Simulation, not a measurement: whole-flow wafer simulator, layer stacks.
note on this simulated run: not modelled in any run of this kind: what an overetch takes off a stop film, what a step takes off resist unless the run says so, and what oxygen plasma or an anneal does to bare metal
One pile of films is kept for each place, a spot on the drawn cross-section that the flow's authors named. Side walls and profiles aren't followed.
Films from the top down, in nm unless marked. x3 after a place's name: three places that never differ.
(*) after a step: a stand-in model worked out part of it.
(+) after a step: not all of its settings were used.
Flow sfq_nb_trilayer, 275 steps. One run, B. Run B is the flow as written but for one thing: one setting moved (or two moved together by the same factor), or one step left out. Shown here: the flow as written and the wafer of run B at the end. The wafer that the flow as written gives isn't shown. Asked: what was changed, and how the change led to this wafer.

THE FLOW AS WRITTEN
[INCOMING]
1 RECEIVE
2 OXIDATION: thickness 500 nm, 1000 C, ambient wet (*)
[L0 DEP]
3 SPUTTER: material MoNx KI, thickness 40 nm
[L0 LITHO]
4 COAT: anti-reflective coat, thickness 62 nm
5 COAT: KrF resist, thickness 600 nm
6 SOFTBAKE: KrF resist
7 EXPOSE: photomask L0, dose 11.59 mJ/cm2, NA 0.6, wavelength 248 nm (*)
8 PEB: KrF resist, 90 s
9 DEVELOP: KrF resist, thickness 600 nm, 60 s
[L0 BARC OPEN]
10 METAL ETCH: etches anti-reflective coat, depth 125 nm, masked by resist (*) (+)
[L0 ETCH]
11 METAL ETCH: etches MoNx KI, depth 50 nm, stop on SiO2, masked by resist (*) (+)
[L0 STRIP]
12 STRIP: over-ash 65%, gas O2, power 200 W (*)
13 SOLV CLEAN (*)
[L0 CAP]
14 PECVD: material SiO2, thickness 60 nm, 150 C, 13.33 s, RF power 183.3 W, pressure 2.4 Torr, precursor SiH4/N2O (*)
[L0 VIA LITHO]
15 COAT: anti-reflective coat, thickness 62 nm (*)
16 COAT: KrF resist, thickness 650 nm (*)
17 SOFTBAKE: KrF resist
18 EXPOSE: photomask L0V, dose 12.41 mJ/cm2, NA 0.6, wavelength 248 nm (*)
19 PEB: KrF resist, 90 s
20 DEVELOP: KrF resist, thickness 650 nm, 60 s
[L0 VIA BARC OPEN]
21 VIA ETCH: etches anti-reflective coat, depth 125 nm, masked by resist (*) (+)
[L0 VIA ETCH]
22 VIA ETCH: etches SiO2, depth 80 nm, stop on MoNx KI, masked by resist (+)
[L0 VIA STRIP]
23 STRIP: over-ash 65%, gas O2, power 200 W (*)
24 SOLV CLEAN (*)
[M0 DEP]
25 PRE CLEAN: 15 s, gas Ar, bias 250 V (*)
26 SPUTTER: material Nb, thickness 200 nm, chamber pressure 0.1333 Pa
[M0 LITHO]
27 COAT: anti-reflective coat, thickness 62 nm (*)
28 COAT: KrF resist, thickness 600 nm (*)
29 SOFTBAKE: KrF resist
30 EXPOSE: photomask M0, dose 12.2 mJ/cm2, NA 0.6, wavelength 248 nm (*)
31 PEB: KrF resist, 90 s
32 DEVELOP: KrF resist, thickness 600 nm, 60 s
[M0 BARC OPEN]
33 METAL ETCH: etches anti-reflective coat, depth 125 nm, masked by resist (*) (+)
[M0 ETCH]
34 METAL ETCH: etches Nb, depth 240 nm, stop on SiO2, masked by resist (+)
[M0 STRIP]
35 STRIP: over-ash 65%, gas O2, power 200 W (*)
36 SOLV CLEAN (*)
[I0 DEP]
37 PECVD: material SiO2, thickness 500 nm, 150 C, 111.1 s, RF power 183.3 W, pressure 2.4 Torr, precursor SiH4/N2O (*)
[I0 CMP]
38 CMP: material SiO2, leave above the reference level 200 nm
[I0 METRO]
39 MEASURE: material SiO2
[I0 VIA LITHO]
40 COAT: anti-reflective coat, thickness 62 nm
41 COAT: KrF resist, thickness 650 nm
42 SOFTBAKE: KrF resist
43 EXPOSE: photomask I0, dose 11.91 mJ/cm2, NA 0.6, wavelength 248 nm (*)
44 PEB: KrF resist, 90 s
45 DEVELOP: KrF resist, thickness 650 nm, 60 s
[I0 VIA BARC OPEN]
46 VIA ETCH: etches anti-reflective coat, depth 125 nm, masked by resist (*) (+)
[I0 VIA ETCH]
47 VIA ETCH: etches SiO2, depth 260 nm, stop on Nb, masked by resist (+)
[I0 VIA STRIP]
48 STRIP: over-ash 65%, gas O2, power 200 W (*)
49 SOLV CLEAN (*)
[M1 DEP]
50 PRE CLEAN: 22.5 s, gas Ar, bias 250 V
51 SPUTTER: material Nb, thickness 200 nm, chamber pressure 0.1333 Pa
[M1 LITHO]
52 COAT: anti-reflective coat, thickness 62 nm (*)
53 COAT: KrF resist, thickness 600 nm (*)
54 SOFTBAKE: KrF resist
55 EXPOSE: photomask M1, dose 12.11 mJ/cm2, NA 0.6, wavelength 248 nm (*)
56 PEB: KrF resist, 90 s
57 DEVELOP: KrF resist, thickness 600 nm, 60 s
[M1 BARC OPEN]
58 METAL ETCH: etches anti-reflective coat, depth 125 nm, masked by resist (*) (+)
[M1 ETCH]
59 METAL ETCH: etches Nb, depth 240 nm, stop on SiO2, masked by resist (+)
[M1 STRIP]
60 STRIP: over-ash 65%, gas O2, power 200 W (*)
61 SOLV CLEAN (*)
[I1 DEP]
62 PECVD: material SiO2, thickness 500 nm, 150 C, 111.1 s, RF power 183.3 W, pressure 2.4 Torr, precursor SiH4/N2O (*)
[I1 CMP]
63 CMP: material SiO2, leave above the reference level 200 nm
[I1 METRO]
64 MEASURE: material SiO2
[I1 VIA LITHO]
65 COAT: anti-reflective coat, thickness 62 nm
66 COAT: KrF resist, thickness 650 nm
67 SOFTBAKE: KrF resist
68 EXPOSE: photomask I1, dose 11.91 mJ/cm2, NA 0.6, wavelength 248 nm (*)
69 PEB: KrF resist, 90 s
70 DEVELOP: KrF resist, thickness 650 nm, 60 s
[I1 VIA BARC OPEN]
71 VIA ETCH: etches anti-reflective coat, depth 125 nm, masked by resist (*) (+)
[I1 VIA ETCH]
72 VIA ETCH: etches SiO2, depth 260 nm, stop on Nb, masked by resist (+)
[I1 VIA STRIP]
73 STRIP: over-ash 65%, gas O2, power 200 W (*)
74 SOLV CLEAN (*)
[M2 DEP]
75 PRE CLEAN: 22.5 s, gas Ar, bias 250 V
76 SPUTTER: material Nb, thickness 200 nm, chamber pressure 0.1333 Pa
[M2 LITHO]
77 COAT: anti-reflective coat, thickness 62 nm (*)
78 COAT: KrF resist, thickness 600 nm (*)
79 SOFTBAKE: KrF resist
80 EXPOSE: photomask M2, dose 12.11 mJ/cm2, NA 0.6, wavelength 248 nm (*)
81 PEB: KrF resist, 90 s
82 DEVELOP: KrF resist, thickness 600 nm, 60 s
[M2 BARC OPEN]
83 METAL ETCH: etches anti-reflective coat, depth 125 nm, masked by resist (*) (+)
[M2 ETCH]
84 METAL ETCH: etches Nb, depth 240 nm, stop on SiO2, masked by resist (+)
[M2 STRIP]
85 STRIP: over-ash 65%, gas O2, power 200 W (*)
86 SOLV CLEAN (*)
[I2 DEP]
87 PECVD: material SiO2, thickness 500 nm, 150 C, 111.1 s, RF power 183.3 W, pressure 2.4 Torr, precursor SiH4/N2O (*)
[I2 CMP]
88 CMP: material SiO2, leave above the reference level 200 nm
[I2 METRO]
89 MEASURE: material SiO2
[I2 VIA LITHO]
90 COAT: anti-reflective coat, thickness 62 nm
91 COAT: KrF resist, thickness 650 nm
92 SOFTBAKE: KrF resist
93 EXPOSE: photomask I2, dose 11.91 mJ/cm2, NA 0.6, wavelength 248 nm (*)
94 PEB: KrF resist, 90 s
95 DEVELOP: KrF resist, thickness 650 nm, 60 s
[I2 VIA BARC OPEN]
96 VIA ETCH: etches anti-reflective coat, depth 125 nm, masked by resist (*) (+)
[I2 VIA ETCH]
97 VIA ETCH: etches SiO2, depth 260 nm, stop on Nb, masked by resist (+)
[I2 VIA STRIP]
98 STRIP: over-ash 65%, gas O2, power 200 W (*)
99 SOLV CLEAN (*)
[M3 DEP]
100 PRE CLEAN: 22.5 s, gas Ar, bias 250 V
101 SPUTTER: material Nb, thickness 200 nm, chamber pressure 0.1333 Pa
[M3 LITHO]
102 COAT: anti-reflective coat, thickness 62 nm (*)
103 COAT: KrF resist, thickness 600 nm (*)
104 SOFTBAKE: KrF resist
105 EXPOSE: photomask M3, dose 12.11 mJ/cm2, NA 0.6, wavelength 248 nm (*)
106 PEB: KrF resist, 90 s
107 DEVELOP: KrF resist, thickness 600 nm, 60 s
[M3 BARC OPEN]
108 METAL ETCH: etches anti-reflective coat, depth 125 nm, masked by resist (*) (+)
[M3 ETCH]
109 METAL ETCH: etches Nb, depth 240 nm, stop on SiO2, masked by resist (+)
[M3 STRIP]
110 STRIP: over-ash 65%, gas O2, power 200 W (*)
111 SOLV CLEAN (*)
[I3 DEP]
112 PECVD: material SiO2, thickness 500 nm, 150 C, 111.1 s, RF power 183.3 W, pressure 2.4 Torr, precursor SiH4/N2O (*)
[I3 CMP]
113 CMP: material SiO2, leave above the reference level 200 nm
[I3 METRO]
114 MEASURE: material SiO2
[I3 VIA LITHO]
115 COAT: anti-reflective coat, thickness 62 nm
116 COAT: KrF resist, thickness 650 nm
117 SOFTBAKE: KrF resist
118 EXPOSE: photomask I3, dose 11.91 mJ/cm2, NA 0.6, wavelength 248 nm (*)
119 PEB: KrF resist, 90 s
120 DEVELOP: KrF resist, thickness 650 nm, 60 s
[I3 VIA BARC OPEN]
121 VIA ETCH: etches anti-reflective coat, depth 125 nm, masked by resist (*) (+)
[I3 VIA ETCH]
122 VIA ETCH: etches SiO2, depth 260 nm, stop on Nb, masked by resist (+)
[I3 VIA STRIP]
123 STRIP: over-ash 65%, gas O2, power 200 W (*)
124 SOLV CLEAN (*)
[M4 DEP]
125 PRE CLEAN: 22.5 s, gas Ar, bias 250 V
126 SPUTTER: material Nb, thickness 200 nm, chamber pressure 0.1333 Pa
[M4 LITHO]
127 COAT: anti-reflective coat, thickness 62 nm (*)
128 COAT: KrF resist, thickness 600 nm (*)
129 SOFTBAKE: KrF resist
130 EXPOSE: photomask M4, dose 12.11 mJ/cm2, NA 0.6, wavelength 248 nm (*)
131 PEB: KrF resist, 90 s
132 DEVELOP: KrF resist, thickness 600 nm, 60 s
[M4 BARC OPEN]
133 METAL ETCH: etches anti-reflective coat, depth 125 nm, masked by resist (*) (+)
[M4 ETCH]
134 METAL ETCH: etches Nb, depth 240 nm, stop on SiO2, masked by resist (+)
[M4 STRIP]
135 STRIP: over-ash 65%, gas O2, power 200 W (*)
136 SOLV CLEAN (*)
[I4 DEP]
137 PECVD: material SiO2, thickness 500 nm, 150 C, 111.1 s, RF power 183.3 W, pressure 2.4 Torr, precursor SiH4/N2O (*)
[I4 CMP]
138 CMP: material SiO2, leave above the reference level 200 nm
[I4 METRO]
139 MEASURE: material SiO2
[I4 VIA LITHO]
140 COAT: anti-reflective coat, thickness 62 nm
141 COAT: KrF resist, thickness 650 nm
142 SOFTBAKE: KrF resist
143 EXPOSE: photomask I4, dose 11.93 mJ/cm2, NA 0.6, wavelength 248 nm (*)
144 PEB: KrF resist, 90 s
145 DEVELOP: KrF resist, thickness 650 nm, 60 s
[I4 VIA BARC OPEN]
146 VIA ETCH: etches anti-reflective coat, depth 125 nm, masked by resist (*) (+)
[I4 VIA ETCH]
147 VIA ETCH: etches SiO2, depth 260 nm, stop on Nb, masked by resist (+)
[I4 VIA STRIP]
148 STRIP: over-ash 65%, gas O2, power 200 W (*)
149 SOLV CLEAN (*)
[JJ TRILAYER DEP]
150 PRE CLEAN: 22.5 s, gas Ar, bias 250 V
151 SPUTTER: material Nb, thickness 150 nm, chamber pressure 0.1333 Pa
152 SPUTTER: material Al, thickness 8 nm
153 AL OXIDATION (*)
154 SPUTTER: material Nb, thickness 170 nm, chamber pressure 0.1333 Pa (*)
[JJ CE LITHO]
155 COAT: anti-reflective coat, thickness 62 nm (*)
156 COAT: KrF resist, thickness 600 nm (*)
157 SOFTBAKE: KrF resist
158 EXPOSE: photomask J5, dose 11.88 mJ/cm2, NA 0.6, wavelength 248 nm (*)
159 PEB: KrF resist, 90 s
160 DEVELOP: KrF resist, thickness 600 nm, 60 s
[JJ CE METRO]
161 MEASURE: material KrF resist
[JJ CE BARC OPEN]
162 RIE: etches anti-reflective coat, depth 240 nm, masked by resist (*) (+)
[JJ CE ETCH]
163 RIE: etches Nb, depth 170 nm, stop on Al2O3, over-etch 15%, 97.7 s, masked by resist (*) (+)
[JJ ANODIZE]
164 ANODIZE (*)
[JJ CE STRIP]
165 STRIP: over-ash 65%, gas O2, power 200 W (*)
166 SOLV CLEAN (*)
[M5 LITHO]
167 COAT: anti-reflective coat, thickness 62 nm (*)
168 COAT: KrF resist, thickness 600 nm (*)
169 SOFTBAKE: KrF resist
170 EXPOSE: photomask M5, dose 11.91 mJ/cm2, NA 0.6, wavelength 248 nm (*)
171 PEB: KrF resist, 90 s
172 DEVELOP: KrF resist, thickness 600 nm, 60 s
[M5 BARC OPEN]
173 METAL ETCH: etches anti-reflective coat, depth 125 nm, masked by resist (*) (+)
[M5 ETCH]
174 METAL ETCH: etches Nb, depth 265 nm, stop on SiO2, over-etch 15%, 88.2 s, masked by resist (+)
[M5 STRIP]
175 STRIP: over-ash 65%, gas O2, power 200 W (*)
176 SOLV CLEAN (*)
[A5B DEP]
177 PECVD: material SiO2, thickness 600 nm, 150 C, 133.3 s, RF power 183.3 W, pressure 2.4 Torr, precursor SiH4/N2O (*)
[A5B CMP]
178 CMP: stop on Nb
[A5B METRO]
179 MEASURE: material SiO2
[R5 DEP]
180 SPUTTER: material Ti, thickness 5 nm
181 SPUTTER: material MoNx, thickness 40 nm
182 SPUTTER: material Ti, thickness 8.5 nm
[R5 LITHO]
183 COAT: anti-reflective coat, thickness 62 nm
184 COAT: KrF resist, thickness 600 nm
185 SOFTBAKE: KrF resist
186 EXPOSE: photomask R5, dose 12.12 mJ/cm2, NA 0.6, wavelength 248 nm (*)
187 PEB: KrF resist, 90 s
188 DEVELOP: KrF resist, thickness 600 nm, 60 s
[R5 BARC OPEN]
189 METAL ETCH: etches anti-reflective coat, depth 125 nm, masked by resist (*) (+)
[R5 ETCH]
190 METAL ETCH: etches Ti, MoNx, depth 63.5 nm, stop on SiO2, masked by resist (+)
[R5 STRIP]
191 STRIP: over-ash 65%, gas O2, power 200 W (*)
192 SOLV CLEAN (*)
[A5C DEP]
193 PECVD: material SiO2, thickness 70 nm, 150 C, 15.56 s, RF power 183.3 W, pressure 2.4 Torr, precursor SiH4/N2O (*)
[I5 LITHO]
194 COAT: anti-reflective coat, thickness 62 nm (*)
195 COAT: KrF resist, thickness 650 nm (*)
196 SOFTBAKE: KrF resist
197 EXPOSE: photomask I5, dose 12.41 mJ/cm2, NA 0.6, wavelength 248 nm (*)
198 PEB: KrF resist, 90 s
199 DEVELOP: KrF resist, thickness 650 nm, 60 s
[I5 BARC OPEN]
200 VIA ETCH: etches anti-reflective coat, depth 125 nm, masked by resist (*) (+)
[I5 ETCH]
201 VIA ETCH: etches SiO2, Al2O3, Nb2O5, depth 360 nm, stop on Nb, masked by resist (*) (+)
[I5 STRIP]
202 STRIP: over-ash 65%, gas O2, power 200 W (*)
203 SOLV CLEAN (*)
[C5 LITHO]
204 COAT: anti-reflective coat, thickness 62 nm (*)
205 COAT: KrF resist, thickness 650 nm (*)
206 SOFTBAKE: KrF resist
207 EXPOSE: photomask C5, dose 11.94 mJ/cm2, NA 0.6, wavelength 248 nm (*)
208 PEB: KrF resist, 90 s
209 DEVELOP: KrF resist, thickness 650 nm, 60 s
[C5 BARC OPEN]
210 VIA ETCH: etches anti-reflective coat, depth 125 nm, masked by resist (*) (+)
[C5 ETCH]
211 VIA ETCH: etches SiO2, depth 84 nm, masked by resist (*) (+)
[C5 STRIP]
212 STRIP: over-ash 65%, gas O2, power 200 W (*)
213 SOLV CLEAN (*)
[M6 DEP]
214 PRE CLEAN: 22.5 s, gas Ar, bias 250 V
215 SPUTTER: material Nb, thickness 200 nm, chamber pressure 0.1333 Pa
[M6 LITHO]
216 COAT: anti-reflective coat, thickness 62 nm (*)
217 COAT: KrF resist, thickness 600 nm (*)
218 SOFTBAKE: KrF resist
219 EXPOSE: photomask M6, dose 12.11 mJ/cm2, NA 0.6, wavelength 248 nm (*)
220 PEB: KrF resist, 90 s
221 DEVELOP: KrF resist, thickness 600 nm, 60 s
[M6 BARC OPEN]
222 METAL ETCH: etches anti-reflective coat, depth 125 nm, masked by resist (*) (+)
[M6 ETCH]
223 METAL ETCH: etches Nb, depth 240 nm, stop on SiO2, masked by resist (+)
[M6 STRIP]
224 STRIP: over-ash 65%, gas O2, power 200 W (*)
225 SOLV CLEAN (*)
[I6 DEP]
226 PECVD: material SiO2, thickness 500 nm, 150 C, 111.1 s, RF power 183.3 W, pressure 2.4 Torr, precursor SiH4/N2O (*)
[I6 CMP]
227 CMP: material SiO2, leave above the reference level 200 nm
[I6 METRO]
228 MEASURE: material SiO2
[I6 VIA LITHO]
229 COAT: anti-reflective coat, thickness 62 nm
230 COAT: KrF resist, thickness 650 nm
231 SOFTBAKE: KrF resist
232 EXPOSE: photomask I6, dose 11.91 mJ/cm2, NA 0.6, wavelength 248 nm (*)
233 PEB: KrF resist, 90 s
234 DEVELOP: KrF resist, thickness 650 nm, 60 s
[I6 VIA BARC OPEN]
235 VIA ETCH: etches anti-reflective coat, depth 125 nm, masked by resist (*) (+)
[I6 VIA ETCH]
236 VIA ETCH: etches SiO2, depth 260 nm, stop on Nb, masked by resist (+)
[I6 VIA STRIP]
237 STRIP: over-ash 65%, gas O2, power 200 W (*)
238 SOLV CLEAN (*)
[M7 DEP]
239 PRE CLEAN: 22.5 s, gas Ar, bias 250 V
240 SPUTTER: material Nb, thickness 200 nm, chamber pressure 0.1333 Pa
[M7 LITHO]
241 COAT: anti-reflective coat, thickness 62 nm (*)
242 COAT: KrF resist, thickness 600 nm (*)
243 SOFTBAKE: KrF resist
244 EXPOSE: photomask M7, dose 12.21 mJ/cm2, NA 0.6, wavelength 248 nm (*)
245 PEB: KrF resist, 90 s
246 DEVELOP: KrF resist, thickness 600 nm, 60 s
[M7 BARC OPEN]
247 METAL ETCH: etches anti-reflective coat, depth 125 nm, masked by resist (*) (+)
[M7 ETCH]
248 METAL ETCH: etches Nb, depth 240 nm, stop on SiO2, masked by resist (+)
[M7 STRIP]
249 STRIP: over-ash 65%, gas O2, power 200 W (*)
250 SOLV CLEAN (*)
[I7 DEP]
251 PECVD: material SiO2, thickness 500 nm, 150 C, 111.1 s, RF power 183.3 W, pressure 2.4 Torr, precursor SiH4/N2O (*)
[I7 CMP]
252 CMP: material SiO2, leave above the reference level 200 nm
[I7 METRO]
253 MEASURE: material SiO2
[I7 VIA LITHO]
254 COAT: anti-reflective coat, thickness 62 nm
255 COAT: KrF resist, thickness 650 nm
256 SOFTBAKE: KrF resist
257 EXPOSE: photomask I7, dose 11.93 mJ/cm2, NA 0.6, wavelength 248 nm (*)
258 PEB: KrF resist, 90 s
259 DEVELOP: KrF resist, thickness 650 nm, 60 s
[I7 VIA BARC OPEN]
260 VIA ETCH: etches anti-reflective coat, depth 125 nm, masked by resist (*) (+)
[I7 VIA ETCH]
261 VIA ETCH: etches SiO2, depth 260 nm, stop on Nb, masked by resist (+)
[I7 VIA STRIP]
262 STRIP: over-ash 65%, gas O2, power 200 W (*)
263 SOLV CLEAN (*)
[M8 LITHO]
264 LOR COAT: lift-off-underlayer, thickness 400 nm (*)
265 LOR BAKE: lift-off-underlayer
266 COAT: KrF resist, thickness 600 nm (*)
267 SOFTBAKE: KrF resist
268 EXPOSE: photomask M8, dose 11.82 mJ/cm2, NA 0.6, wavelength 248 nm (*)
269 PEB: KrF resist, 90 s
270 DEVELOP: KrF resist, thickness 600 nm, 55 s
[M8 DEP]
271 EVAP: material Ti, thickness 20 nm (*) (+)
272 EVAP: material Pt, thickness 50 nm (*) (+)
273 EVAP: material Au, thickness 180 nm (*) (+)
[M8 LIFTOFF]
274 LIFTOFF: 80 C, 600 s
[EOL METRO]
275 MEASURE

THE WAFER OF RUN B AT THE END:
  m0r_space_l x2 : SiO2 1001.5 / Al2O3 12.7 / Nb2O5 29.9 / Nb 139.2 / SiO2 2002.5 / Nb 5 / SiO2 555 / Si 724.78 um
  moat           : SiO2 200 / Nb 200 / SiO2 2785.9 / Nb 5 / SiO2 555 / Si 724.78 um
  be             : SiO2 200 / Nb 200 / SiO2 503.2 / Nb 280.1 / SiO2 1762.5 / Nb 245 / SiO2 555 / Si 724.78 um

The cause: step 26, SPUTTER: thickness 245 nm was run, where the flow has thickness 200 nm.
It can be read off the wafer: be has Nb 245, and step 26 as written asks for 200 nm.

How the change led to this, step by step:
  26 SPUTTER: material Nb, thickness 200 nm, chamber pressure 0.1333 Pa
      field_l, v_sur, via_wl and 102 more: Nb +245 (new film) (as written it would be: Nb +200 (new film))
      l0v: Nb +240.8 (new film) (as written it would be: Nb +195.7 (new film))
  34 METAL ETCH: etches Nb, depth 240 nm, stop on SiO2, masked by resist (+)
      moat, m0r_space_l x2: Nb -240 (as written it would be: Nb -200 (all of it))
  37 PECVD: material SiO2, thickness 500 nm, 150 C, 111.1 s, RF power 183.3 W, pressure 2.4 Torr, precursor SiH4/N2O (*)
      moat, m0r_space_l x2: SiO2 +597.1 (new film) (as written it would be: SiO2 +557.1)
Counting metal films that touch as one body, m0r_space_l x2 has 2 bodies (between them, from the top down: SiO2 2002.5); the flow as written gives 1 body.
Counting metal films that touch as one body, moat has 2 bodies (between them, from the top down: SiO2 2785.9); the flow as written gives 1 body.
